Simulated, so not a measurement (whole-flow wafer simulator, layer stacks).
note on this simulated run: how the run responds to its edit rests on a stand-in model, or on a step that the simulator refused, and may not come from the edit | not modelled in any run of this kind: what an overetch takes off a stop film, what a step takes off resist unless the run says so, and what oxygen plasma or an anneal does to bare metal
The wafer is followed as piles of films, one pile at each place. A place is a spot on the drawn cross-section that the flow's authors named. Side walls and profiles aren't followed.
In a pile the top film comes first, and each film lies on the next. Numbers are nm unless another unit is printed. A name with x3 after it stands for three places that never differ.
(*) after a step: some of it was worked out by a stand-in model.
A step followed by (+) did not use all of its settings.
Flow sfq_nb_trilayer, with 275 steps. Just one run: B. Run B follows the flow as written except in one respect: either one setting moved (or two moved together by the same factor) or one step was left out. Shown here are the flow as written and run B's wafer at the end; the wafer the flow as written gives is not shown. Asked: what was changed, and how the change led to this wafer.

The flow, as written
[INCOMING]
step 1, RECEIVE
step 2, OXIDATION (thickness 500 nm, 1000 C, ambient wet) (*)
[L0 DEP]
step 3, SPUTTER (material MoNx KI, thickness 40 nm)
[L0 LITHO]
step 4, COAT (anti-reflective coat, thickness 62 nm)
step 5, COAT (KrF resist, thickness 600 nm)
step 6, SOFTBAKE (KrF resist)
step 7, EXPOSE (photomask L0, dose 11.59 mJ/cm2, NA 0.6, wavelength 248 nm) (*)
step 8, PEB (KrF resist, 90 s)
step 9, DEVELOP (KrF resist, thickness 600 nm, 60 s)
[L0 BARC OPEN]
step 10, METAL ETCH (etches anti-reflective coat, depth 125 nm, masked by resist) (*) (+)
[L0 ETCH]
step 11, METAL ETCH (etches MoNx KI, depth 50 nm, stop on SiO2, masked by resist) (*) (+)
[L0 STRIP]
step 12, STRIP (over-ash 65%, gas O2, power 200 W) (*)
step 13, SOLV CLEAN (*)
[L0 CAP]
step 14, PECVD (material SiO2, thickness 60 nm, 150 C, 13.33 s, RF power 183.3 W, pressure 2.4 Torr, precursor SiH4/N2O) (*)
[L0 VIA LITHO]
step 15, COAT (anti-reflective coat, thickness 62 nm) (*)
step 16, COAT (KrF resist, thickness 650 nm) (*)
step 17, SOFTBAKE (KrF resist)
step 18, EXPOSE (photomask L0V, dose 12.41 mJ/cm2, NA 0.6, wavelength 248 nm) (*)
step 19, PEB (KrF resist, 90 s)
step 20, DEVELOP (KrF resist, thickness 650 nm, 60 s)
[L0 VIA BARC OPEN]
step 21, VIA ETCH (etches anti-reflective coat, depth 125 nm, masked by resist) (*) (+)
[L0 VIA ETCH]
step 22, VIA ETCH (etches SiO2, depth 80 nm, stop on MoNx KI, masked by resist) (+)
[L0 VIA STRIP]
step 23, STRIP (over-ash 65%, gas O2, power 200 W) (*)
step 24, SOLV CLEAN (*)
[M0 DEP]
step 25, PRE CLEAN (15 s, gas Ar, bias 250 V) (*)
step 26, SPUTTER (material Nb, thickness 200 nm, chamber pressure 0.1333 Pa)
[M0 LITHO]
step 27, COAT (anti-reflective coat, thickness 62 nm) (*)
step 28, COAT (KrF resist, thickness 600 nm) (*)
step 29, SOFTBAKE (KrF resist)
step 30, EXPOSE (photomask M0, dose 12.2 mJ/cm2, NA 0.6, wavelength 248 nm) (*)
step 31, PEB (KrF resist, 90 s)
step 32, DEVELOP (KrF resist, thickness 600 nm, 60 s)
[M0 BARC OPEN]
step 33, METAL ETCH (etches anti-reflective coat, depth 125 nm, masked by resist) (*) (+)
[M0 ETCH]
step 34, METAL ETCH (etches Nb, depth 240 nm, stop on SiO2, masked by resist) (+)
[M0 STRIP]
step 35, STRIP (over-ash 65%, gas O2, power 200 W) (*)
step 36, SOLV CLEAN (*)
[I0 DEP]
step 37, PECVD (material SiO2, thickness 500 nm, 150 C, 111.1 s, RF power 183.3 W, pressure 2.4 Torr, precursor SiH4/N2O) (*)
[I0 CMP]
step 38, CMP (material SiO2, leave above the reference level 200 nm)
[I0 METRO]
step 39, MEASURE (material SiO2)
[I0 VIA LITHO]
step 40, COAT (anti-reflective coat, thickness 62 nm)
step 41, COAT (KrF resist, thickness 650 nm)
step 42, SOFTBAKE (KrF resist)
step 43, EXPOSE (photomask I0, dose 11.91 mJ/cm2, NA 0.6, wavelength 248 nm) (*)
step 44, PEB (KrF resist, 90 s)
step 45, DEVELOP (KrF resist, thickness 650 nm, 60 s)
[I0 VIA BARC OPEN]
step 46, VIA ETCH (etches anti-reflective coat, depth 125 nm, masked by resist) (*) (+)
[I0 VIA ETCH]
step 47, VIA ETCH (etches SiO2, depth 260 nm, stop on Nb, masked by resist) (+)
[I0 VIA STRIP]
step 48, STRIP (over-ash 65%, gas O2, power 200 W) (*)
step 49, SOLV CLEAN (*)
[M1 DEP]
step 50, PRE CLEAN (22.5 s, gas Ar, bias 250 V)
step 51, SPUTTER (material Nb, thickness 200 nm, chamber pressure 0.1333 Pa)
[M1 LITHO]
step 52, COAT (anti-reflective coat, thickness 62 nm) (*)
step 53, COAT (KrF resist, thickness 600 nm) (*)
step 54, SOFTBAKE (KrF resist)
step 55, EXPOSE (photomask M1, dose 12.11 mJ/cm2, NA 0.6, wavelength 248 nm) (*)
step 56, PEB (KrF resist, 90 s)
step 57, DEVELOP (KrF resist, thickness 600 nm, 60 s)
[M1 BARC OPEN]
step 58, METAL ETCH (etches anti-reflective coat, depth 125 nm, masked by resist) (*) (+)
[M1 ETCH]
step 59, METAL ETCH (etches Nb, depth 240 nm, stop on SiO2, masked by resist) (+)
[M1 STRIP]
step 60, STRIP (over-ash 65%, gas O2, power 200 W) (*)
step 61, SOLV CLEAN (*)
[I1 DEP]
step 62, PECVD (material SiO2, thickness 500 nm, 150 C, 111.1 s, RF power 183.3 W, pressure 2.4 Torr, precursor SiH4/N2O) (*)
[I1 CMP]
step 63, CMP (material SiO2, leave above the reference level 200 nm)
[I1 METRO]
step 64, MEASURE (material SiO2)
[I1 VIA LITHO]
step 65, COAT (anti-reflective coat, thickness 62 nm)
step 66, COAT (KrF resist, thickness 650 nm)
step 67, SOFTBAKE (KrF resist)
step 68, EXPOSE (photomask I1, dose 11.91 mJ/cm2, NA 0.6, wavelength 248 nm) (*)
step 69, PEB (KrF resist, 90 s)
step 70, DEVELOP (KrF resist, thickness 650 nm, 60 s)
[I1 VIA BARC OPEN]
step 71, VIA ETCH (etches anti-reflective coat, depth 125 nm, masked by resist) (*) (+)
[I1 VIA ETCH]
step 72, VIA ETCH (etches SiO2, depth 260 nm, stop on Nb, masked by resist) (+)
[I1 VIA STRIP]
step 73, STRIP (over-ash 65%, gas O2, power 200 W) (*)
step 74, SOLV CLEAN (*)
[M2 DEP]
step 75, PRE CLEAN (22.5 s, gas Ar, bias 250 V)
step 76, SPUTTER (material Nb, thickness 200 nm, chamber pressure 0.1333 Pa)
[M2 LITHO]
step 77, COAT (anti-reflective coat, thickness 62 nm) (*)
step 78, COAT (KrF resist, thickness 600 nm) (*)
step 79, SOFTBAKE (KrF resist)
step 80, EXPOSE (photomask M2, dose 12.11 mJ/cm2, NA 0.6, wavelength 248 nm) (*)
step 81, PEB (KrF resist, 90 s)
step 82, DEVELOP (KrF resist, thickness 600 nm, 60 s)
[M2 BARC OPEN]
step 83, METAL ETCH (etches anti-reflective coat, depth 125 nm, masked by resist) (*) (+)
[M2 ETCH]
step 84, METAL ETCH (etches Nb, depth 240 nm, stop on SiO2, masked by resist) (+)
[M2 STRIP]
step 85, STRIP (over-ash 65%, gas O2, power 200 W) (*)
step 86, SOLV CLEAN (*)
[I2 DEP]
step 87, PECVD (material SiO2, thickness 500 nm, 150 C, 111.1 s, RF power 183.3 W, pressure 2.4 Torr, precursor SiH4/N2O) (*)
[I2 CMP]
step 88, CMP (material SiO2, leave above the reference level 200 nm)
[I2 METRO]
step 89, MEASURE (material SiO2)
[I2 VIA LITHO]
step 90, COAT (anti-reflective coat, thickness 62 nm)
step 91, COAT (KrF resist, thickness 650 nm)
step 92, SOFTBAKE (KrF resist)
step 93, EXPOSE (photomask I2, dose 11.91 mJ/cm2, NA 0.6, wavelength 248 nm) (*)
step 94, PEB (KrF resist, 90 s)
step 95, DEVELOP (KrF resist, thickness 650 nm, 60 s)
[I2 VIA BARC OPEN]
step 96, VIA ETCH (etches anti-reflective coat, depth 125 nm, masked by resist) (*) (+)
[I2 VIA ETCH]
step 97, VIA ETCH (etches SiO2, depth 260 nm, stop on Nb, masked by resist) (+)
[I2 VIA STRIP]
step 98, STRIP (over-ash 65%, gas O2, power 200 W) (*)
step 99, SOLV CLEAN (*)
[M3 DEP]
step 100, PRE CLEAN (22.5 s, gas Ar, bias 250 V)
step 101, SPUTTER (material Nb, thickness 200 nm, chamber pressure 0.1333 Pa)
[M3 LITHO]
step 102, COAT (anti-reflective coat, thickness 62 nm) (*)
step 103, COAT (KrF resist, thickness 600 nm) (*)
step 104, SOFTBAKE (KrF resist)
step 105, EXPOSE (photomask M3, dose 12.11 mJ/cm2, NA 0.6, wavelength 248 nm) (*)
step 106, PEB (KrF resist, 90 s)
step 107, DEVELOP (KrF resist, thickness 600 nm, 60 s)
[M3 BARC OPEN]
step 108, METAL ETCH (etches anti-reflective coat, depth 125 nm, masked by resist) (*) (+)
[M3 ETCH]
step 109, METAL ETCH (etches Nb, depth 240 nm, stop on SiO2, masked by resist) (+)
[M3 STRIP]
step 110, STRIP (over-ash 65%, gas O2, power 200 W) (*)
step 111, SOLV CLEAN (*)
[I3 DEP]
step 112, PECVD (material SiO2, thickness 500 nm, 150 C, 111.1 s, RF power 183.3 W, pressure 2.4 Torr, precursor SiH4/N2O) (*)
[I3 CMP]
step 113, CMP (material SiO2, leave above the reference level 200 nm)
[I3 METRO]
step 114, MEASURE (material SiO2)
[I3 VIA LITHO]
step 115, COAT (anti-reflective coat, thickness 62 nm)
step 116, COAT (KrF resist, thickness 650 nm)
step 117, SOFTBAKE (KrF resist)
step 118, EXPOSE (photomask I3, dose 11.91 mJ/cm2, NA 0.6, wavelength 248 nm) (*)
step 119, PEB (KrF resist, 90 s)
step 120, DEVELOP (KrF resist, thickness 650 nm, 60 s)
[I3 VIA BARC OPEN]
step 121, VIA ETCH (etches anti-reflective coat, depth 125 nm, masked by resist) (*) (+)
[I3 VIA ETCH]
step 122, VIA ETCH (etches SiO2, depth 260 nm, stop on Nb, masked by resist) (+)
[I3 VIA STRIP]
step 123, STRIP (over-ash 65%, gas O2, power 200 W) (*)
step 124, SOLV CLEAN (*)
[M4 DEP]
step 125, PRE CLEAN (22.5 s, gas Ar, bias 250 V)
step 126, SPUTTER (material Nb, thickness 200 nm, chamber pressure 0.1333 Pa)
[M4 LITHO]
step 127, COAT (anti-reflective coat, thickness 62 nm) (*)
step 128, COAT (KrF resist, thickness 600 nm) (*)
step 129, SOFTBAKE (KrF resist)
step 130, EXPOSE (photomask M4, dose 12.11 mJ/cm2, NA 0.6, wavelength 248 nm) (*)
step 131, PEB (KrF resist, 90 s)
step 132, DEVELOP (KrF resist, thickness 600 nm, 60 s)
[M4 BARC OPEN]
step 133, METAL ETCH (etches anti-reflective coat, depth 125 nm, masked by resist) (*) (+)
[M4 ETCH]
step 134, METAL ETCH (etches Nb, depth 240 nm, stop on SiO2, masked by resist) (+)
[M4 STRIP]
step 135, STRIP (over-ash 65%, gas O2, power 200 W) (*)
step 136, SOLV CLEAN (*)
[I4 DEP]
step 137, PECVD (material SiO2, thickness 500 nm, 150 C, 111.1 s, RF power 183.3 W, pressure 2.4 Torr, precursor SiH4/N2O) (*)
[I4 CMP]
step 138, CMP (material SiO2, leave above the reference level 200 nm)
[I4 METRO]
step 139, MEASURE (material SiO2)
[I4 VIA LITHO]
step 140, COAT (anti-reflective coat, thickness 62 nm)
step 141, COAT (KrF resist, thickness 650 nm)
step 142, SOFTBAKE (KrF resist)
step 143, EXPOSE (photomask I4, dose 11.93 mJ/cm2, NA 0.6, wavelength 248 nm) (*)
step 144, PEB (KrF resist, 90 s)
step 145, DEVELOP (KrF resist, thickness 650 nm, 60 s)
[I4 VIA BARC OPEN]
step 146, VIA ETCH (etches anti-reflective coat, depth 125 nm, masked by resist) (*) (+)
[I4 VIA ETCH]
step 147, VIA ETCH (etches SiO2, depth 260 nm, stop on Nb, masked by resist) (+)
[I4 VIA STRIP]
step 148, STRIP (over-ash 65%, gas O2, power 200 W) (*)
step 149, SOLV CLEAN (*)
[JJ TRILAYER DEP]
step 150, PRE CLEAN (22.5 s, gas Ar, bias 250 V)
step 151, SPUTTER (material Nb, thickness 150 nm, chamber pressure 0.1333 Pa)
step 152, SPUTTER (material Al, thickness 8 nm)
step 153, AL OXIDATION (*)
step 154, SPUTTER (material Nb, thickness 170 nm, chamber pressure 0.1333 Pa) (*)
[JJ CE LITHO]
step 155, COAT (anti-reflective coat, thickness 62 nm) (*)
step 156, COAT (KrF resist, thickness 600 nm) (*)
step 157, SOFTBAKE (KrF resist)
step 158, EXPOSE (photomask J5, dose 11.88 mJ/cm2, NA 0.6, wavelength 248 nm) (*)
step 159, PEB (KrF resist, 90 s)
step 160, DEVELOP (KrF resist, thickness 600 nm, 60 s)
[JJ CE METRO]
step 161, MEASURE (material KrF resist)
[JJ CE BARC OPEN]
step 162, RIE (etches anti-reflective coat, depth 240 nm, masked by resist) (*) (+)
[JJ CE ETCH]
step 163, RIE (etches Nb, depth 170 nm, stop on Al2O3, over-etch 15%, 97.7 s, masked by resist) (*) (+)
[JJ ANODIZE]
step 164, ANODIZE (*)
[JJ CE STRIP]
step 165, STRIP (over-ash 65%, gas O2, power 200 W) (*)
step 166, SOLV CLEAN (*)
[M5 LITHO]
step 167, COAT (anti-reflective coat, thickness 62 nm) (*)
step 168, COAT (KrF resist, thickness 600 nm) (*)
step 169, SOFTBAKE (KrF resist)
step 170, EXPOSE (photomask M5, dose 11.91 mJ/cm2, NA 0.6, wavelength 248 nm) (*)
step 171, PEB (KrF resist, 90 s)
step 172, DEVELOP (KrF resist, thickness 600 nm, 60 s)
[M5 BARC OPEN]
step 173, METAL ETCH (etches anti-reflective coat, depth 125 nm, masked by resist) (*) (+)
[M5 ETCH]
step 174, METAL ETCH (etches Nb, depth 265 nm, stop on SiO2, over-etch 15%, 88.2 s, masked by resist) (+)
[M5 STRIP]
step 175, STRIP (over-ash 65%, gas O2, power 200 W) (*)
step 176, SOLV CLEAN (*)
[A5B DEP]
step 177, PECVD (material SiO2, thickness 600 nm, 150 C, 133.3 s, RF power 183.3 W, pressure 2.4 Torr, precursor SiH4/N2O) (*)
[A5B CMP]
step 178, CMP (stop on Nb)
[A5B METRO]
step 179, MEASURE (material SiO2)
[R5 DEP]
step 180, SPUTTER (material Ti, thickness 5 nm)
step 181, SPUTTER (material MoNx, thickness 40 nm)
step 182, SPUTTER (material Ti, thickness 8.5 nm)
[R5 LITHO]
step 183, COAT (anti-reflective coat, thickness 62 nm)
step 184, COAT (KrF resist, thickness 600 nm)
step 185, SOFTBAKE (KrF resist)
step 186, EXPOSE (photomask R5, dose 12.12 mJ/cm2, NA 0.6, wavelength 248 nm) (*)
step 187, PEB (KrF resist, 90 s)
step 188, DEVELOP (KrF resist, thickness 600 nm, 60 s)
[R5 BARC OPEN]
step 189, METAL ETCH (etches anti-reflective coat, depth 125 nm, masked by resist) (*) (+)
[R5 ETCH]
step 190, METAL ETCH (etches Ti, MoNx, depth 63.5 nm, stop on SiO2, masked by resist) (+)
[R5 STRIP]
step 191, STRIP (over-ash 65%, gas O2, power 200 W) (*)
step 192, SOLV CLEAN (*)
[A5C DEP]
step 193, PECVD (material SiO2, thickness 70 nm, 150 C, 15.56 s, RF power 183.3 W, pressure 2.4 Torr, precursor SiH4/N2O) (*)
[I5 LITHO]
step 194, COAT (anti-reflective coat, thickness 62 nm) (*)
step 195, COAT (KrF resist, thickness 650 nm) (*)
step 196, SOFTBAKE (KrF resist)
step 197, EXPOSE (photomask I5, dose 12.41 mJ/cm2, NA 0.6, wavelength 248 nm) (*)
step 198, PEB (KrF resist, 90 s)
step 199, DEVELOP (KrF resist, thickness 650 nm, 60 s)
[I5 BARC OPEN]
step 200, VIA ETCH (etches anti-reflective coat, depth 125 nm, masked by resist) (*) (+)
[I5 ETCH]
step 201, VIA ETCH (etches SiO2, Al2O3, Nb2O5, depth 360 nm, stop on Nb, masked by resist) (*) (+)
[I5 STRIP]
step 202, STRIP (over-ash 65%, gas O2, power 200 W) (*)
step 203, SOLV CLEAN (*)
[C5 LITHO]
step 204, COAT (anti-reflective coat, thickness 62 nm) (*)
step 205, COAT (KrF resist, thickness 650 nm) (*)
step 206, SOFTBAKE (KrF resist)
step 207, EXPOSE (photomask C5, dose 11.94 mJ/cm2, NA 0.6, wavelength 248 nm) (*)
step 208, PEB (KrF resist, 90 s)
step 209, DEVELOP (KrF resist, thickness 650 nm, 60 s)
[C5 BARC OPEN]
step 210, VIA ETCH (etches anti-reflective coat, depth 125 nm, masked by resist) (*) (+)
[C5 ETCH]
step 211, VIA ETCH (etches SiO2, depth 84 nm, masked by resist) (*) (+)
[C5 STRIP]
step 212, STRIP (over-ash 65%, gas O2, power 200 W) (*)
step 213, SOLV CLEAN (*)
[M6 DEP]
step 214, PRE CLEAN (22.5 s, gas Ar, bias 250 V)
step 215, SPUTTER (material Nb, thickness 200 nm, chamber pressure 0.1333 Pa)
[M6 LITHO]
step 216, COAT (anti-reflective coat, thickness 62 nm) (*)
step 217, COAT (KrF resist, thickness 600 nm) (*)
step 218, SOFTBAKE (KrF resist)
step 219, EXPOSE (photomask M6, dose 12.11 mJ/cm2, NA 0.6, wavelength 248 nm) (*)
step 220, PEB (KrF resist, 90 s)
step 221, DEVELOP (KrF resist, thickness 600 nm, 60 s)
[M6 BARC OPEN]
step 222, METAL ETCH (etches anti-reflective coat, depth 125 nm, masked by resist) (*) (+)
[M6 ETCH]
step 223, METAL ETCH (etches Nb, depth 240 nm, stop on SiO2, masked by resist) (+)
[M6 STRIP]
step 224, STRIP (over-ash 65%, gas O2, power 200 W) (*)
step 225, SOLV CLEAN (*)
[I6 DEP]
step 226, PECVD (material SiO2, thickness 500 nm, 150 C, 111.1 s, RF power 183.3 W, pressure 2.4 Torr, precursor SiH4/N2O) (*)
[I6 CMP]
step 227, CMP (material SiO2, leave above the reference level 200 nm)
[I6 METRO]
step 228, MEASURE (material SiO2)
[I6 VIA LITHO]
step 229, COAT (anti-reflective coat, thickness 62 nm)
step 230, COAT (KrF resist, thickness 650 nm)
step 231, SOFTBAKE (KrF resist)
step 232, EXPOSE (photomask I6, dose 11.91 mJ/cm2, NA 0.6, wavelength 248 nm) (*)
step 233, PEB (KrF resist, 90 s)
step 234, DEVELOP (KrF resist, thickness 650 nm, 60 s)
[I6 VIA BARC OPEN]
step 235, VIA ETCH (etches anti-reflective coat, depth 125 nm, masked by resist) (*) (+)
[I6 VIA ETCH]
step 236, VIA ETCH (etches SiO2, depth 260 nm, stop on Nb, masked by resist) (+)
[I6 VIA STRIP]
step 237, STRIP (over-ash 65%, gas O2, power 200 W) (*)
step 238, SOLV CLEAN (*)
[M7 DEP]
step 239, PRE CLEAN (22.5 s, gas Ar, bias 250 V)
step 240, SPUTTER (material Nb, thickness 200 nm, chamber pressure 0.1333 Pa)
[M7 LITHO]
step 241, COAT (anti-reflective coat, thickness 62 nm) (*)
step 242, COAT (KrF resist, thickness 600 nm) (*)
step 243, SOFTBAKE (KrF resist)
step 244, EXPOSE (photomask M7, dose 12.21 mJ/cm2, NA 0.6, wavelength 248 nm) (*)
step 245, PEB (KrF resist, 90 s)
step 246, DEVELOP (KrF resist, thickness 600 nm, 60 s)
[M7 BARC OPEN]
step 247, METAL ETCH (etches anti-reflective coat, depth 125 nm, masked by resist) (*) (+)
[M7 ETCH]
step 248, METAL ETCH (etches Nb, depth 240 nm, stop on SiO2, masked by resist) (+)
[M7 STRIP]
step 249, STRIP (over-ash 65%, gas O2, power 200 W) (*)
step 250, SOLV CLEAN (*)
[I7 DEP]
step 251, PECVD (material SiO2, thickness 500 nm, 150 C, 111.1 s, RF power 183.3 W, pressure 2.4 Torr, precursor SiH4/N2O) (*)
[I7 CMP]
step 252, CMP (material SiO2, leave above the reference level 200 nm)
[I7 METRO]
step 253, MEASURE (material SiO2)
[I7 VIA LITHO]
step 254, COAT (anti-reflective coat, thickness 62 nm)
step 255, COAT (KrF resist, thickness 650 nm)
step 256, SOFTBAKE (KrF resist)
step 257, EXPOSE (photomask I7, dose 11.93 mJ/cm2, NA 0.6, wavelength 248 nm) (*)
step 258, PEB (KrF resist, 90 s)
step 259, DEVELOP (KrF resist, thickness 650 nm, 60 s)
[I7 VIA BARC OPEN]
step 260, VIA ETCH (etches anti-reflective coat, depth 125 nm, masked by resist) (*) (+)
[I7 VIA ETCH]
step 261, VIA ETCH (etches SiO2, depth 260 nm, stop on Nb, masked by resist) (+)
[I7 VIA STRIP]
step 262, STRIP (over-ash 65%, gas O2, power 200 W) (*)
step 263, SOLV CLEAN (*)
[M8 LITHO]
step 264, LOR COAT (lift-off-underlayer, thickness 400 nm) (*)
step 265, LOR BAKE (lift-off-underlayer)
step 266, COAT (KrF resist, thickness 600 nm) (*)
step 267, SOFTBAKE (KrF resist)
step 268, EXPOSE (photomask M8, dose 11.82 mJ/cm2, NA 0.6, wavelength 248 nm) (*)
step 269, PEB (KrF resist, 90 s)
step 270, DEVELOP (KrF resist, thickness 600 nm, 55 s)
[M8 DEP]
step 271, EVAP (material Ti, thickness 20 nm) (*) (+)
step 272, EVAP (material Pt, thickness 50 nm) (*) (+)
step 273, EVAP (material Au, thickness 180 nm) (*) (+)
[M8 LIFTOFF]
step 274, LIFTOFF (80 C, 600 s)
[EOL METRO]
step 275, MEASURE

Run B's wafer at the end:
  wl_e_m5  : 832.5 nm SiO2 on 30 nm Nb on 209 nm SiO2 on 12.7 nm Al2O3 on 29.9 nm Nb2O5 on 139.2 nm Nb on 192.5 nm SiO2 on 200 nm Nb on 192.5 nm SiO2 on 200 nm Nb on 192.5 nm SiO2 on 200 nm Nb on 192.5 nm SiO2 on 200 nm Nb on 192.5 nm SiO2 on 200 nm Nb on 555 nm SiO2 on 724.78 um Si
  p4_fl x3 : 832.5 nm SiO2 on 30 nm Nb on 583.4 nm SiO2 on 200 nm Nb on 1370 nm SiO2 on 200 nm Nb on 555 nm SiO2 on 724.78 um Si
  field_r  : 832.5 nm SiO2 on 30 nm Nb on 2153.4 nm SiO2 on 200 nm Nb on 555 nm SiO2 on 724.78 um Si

Cause: step 215, SPUTTER: thickness 270 nm was run, though the flow has thickness 200 nm.

Step by step, how the change led to this:
  step 215, SPUTTER (material Nb, thickness 200 nm, chamber pressure 0.1333 Pa)
      field_l, v_sur, via_wl and 100 more: +270 Nb (new film) (it would be, as written: +200 Nb (new film))
      be: +197.9 Nb (it would be, as written: +147.3 Nb)
      (also at 2 further places)
  step 216, COAT (anti-reflective coat, thickness 62 nm) (*)
      be: +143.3 anti-reflective coat (new film) (it would be, as written: +136.7 anti-reflective coat (new film))
  step 223, METAL ETCH (etches Nb, depth 240 nm, stop on SiO2, masked by resist) (+)
      field_l, gap, moat and 76 more: -240 Nb (it would be, as written: -200 Nb (all of it))
  step 224, STRIP (over-ash 65%, gas O2, power 200 W) (*)
      be: -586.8 KrF resist (all of it), -143.3 anti-reflective coat (all of it) (it would be, as written: -575.8 KrF resist (all of it), -136.7 anti-reflective coat (all of it))
  step 226, PECVD (material SiO2, thickness 500 nm, 150 C, 111.1 s, RF power 183.3 W, pressure 2.4 Torr, precursor SiH4/N2O) (*)
      field_l, p4_fl x3, p4_w1 x9 and 52 more: +500 SiO2 (new film) (it would be, as written: +500 SiO2)
      moat, field_r, lsp_l, ln_m5, lsp_m: +492.3 SiO2 (new film) (it would be, as written: +493.6 SiO2)
      (also at 10 further places)
  step 227, CMP (material SiO2, leave above the reference level 200 nm)
      field_l, p4_fl x3, p4_w1 x9 and 49 more: -60 SiO2 (it would be, as written: -100 SiO2)
      moat, field_r, lsp_l, ln_m5, lsp_m: -52.3 SiO2 (it would be, as written: -93.6 SiO2)
      (also at 9 further places)
Taking metal films that touch as one body, wl_e_m5 has 7 bodies (between them, from the top down: SiO2 209 / Al2O3 12.7 / Nb2O5 29.9; SiO2 192.5; SiO2 192.5; SiO2 192.5; SiO2 192.5; SiO2 192.5); the flow as written gives 6 bodies (between them, from the top down: SiO2 192.5; SiO2 192.5; SiO2 192.5; SiO2 192.5; SiO2 192.5).
Taking metal films that touch as one body, p4_fl x3 has 3 bodies (between them, from the top down: SiO2 583.4; SiO2 1370); the flow as written gives 2 bodies (between them, from the top down: SiO2 1370).
Taking metal films that touch as one body, field_r has 2 bodies (between them, from the top down: SiO2 2153.4); the flow as written gives 1 body.
